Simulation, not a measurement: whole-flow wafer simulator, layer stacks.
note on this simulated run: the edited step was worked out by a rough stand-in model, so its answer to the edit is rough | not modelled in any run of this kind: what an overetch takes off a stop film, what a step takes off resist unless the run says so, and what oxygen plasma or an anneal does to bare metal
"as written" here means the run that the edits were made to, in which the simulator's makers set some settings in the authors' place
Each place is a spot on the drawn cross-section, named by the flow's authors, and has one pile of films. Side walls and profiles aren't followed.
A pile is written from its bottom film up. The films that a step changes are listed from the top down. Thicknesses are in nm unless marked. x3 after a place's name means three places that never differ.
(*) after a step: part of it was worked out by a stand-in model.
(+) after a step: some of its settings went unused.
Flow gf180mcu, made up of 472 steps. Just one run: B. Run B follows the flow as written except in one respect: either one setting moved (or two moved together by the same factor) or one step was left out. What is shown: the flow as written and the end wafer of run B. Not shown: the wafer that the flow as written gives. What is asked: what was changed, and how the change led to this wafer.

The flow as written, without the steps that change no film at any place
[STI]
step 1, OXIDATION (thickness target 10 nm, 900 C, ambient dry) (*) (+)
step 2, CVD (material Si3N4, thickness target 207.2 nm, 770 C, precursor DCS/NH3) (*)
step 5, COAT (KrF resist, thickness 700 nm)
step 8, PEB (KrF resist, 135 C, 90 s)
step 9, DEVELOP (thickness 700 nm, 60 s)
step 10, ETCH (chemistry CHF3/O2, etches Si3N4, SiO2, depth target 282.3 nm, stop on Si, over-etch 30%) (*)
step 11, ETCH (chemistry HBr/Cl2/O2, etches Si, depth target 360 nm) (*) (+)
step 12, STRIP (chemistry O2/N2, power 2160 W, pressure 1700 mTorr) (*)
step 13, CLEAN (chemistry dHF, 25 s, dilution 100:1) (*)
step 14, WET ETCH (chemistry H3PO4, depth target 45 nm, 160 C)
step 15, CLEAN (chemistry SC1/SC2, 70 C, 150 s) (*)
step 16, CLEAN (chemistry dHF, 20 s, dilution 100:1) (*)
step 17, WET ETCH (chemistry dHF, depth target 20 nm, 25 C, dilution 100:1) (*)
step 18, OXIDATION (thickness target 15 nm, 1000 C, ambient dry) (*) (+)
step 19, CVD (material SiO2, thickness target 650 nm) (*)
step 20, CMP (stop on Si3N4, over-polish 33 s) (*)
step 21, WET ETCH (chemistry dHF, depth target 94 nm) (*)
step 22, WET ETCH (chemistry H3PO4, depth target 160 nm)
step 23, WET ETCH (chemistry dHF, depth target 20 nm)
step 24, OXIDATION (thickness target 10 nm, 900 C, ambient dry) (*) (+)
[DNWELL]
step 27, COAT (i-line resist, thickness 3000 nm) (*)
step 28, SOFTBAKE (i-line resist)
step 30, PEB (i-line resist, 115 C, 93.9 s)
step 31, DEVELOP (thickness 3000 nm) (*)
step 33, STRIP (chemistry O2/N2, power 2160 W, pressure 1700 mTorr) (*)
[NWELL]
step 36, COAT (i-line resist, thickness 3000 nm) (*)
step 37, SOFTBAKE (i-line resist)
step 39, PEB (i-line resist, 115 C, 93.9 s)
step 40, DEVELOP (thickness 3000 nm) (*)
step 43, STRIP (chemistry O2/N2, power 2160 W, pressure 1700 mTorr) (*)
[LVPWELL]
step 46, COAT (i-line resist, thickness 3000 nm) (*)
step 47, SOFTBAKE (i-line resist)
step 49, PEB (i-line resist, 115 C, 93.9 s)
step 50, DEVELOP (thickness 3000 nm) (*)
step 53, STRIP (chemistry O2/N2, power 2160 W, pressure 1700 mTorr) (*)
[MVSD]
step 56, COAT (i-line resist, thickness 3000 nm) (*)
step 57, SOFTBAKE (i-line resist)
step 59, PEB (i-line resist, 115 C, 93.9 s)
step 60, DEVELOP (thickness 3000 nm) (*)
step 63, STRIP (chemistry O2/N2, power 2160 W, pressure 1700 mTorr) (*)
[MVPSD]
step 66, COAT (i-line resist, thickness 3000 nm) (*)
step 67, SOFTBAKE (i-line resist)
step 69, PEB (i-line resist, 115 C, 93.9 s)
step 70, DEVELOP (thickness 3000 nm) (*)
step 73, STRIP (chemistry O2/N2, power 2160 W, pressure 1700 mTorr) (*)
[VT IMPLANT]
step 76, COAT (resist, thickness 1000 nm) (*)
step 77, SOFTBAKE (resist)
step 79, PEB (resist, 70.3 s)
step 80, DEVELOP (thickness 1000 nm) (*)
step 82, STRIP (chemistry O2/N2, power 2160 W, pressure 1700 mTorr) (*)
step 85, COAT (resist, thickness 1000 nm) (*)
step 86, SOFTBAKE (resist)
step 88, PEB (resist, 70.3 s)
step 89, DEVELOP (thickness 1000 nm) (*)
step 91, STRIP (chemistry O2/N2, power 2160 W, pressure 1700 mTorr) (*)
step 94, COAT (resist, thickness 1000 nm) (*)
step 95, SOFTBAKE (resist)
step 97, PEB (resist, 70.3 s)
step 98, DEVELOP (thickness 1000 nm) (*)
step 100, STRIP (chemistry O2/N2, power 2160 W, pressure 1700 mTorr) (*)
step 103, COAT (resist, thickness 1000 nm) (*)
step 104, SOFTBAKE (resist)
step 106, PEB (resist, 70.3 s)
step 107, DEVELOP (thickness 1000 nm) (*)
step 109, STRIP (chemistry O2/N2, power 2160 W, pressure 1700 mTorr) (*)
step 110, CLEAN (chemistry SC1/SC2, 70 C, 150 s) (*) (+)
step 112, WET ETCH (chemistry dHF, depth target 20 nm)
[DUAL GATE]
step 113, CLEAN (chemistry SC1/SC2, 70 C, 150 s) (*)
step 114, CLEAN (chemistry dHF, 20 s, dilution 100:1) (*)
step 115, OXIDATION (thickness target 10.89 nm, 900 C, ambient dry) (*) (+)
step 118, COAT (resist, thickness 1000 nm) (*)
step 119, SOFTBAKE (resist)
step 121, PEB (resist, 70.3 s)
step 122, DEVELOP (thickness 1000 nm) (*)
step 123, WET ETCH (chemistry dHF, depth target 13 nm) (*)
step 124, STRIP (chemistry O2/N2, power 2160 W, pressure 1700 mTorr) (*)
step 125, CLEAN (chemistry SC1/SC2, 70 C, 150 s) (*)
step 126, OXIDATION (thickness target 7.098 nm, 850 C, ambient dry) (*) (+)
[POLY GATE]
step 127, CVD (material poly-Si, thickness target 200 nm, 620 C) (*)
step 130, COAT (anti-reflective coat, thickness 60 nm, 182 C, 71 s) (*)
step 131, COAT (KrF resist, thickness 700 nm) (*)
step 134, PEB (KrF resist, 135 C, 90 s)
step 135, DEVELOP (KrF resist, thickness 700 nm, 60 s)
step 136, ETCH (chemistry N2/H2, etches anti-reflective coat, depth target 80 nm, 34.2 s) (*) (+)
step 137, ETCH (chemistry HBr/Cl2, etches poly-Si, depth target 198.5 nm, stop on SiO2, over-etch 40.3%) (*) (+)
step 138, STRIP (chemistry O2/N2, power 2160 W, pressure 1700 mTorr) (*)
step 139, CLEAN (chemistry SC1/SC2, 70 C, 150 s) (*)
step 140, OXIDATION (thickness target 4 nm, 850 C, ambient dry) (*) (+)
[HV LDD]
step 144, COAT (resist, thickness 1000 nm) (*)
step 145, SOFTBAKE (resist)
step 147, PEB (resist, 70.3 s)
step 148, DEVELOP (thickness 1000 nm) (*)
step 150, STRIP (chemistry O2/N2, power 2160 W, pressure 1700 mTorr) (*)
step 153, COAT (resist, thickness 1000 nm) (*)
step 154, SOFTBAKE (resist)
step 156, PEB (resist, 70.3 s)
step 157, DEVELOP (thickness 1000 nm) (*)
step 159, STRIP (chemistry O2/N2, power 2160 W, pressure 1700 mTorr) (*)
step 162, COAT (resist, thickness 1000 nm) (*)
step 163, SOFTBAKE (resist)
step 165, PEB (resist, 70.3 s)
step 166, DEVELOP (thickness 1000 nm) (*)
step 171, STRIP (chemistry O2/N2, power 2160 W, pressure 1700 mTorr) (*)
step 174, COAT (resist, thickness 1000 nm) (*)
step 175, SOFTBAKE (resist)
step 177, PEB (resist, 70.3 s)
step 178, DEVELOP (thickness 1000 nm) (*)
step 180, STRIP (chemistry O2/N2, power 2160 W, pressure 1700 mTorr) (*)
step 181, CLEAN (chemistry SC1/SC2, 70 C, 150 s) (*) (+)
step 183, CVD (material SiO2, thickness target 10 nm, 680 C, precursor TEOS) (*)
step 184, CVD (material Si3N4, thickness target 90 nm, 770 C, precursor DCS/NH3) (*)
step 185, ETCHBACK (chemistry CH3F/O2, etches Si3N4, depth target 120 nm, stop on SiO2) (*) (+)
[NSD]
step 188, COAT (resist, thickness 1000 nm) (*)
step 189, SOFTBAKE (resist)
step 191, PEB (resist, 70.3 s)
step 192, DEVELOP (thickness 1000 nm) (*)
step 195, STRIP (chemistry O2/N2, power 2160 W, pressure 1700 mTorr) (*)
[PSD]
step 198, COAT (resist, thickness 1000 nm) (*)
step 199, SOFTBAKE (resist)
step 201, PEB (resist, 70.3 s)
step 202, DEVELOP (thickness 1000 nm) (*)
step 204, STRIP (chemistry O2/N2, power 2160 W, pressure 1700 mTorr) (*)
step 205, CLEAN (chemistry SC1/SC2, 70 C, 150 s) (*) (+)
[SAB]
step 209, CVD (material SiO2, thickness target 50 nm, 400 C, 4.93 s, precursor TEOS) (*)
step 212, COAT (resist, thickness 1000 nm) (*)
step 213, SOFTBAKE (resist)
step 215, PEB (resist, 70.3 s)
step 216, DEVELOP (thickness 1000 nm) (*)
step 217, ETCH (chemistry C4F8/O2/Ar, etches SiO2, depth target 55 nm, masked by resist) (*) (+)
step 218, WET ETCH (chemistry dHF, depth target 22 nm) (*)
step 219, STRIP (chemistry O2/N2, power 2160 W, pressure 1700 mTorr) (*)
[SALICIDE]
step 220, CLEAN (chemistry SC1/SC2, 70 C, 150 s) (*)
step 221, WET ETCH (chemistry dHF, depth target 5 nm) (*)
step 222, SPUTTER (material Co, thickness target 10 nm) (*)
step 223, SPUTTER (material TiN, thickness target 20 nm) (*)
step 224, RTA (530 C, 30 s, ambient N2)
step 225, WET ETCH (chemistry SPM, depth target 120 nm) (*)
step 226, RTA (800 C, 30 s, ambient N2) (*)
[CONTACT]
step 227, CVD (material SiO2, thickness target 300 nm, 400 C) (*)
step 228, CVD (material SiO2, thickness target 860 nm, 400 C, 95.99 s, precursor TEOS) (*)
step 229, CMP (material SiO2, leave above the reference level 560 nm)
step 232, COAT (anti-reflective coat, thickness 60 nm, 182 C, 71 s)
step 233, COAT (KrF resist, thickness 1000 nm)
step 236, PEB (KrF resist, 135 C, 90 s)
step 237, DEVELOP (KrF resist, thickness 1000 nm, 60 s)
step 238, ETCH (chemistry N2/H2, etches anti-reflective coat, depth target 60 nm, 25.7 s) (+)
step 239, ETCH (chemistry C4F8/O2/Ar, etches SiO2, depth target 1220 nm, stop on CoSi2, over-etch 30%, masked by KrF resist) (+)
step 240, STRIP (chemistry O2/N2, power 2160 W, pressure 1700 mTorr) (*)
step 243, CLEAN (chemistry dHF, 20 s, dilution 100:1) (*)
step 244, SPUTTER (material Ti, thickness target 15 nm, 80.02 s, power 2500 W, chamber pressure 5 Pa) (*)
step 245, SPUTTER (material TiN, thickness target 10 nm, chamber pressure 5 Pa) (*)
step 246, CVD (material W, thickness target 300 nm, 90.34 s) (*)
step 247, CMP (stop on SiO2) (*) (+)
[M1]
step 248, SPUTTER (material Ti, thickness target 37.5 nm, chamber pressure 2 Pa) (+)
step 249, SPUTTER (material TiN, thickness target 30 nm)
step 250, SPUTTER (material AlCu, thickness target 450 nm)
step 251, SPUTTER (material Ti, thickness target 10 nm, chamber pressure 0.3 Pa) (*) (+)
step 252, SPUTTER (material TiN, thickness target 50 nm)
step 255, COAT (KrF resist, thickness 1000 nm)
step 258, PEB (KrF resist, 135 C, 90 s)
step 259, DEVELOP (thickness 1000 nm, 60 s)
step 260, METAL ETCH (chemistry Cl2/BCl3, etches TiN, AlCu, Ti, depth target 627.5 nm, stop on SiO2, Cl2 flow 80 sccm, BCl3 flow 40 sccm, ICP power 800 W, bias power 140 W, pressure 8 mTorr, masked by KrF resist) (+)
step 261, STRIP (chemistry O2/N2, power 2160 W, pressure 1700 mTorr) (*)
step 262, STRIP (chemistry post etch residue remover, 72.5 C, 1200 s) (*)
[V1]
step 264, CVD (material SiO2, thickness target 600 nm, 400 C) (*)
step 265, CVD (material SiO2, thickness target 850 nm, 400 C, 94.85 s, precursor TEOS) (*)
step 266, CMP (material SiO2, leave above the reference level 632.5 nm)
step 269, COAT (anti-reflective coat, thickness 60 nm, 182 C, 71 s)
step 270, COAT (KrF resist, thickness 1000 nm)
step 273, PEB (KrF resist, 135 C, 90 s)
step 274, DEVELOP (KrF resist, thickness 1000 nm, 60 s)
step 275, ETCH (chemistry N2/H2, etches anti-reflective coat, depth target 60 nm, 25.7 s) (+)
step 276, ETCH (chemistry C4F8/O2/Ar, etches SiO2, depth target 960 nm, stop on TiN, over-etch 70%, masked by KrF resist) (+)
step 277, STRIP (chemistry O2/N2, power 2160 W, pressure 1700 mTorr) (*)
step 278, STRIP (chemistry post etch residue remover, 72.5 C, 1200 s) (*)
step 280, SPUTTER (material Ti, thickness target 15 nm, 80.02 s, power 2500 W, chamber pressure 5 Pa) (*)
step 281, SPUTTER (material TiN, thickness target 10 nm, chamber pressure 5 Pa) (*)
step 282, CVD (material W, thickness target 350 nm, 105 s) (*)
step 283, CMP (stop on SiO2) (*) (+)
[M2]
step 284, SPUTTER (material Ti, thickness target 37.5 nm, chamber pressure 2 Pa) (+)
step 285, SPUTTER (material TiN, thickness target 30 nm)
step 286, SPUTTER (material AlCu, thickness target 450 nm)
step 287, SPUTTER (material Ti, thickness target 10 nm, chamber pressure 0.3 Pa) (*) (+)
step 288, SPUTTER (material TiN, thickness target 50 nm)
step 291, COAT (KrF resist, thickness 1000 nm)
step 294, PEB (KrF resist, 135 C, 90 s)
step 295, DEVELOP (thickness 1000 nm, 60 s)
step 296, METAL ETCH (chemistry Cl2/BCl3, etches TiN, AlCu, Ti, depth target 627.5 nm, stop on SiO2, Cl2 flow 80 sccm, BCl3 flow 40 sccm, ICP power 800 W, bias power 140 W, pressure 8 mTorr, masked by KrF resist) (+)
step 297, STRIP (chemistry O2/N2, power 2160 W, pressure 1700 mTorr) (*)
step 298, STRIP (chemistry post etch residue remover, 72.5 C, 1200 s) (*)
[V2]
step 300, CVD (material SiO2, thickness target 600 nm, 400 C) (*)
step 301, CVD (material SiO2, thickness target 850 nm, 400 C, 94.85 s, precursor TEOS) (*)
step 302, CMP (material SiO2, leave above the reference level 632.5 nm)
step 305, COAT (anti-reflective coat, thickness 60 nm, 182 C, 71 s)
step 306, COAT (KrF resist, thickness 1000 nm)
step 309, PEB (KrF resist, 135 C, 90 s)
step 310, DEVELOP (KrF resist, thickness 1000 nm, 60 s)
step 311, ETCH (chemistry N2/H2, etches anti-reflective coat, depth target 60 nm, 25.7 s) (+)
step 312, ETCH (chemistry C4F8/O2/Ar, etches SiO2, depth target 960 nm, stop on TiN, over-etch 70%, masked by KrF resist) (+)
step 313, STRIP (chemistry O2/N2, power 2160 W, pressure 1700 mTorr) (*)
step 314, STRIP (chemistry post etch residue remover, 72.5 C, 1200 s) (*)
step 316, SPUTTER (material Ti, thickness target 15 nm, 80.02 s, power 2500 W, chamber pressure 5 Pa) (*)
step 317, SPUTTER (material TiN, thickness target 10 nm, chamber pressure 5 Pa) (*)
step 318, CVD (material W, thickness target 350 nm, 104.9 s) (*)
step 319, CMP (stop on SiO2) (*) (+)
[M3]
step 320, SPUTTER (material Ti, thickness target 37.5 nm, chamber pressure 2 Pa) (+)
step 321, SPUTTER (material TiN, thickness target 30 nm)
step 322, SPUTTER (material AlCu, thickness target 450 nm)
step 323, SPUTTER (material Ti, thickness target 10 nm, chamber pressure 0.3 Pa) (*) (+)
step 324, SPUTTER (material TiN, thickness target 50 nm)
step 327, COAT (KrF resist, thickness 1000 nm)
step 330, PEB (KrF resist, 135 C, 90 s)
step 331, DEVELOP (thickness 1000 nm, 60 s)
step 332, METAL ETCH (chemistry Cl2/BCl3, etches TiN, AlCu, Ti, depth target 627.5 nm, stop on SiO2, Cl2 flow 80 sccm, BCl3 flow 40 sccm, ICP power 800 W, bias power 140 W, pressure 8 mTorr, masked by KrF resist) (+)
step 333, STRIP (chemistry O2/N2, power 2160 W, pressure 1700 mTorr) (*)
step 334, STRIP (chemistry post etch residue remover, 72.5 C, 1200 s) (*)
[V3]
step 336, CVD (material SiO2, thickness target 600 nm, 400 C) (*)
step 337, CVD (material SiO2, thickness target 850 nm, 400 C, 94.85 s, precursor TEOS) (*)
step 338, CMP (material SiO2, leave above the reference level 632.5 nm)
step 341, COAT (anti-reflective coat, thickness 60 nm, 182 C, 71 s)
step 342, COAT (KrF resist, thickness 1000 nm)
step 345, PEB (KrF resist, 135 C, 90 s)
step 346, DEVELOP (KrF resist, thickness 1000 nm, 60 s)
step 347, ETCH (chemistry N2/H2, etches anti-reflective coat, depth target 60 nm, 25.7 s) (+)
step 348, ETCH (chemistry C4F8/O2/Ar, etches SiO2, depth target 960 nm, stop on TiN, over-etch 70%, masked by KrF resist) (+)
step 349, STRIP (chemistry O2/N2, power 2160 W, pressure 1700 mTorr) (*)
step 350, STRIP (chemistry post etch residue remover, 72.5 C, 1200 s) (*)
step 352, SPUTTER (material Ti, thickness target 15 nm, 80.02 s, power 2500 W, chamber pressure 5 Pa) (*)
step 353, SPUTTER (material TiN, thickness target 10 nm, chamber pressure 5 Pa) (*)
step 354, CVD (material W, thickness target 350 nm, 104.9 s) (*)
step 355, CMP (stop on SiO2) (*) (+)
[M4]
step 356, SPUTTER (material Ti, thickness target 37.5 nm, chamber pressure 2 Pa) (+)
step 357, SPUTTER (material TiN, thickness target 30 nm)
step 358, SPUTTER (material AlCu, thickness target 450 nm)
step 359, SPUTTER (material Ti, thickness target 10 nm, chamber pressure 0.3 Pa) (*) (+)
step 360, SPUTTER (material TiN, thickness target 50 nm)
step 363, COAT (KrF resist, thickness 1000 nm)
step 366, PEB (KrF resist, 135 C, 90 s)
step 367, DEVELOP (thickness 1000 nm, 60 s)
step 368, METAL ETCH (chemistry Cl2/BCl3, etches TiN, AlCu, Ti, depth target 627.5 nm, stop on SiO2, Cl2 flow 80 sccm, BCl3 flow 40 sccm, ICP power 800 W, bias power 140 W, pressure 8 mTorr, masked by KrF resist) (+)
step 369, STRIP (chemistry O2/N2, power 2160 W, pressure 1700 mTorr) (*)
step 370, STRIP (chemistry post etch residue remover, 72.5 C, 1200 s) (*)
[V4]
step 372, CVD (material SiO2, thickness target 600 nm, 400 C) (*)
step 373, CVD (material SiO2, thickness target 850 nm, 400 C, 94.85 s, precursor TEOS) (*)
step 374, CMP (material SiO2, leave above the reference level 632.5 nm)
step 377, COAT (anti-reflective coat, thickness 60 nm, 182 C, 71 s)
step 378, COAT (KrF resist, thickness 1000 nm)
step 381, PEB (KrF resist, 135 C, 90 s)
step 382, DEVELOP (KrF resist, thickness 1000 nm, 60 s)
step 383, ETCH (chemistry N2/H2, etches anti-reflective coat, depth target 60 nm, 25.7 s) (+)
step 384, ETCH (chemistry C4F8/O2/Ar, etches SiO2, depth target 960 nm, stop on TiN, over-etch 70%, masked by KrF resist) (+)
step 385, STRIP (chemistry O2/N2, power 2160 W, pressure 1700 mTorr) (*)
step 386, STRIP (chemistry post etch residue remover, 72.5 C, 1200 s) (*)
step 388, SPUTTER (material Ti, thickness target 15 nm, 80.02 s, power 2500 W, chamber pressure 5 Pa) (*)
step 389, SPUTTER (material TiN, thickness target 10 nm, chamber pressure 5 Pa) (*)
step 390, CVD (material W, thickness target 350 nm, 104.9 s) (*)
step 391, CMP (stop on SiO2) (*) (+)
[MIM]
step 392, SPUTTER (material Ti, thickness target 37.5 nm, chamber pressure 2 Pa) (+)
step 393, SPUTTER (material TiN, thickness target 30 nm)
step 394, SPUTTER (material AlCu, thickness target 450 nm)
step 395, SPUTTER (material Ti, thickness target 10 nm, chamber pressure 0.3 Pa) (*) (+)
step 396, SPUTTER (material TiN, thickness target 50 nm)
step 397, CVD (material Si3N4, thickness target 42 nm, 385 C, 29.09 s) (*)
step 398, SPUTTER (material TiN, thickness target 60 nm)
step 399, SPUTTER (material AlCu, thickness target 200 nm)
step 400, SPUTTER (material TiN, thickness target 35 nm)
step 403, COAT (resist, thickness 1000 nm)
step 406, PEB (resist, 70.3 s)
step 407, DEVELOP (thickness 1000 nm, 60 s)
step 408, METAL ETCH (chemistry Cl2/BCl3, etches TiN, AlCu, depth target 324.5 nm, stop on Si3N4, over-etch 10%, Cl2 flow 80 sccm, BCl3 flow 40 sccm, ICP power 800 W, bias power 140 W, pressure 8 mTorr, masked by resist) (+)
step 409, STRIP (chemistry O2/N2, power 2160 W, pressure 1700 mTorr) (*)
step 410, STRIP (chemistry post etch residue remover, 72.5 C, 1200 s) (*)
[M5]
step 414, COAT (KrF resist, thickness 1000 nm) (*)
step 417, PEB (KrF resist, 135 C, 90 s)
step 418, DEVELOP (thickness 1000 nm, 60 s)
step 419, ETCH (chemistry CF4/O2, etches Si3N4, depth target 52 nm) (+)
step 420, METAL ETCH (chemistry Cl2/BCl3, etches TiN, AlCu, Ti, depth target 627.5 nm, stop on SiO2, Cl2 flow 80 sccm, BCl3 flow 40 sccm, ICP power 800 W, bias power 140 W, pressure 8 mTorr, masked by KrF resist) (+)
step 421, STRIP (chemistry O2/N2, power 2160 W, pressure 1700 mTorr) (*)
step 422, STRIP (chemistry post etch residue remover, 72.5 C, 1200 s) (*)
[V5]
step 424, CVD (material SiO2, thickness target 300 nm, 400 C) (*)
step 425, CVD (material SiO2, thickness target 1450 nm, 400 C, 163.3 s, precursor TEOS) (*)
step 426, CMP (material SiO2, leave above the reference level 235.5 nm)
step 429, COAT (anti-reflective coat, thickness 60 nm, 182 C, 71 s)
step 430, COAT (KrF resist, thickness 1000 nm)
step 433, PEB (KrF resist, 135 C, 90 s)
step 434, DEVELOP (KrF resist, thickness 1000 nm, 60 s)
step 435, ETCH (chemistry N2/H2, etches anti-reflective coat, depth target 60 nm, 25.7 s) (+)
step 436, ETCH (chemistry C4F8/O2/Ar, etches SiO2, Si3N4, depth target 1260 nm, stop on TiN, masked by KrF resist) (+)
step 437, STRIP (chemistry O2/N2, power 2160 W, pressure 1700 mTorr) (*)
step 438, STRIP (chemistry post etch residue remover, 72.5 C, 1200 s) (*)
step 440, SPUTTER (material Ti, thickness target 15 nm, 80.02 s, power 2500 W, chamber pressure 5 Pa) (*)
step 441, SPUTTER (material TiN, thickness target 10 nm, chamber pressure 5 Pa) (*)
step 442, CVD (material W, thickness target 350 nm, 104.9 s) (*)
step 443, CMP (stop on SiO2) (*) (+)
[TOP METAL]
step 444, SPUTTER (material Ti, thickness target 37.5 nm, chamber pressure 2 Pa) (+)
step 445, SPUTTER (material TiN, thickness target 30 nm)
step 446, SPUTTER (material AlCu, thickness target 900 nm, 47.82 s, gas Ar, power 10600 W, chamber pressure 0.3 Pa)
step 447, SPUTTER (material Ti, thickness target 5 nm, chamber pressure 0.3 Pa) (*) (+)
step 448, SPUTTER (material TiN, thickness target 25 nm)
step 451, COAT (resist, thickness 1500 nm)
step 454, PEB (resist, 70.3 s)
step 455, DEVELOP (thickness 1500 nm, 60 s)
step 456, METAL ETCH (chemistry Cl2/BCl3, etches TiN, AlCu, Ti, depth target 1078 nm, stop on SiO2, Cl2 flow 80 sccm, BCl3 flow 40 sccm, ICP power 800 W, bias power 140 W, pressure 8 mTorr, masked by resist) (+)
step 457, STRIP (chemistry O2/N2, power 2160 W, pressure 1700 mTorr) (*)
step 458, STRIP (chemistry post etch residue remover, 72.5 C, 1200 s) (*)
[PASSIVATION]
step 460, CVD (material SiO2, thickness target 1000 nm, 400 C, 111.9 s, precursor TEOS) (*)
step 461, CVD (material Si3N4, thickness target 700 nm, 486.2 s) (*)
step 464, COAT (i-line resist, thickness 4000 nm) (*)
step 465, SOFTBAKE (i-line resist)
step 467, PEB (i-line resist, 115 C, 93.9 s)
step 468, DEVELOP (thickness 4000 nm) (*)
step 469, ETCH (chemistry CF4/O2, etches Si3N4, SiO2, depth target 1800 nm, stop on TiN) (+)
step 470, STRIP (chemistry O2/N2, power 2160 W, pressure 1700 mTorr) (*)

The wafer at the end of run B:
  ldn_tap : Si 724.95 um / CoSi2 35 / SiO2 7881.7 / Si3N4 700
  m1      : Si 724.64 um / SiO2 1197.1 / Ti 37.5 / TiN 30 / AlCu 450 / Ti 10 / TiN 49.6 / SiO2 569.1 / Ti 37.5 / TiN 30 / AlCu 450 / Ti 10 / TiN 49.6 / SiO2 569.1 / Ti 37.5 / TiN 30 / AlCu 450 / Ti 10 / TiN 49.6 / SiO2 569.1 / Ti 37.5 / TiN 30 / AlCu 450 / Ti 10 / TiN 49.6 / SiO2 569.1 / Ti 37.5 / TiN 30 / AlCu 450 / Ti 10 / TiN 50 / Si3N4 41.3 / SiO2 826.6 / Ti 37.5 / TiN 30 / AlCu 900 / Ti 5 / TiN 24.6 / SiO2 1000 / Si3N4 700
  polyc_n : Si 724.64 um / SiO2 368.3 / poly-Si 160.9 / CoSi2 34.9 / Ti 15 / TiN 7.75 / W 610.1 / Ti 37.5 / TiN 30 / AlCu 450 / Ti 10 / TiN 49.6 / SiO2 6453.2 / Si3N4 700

Cause: step 245, SPUTTER: thickness target 7.75 nm was run, whereas the flow has thickness target 10 nm.
The wafer itself shows it: polyc_n has TiN 7.75, and step 245 as written asks for 10 nm.

How this came from the change, step by step:
  step 245, SPUTTER (material TiN, thickness target 10 nm, chamber pressure 5 Pa) (*)
      field, field__w1, field__w2 and 107 more: +7.75 TiN (new film) (in the flow as written it would be: +10 TiN (new film))
      contact: +4.25 TiN (new film) (in the flow as written it would be: +5.48 TiN (new film))
  step 247, CMP (stop on SiO2) (*) (+)
      field, field__w1, field__w2 and 105 more: -300 W (all of it), -7.75 TiN (all of it), -15 Ti (all of it), -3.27 SiO2 (in the flow as written it would be: -300 W (all of it), -10 TiN (all of it), -15 Ti (all of it), -3.29 SiO2)
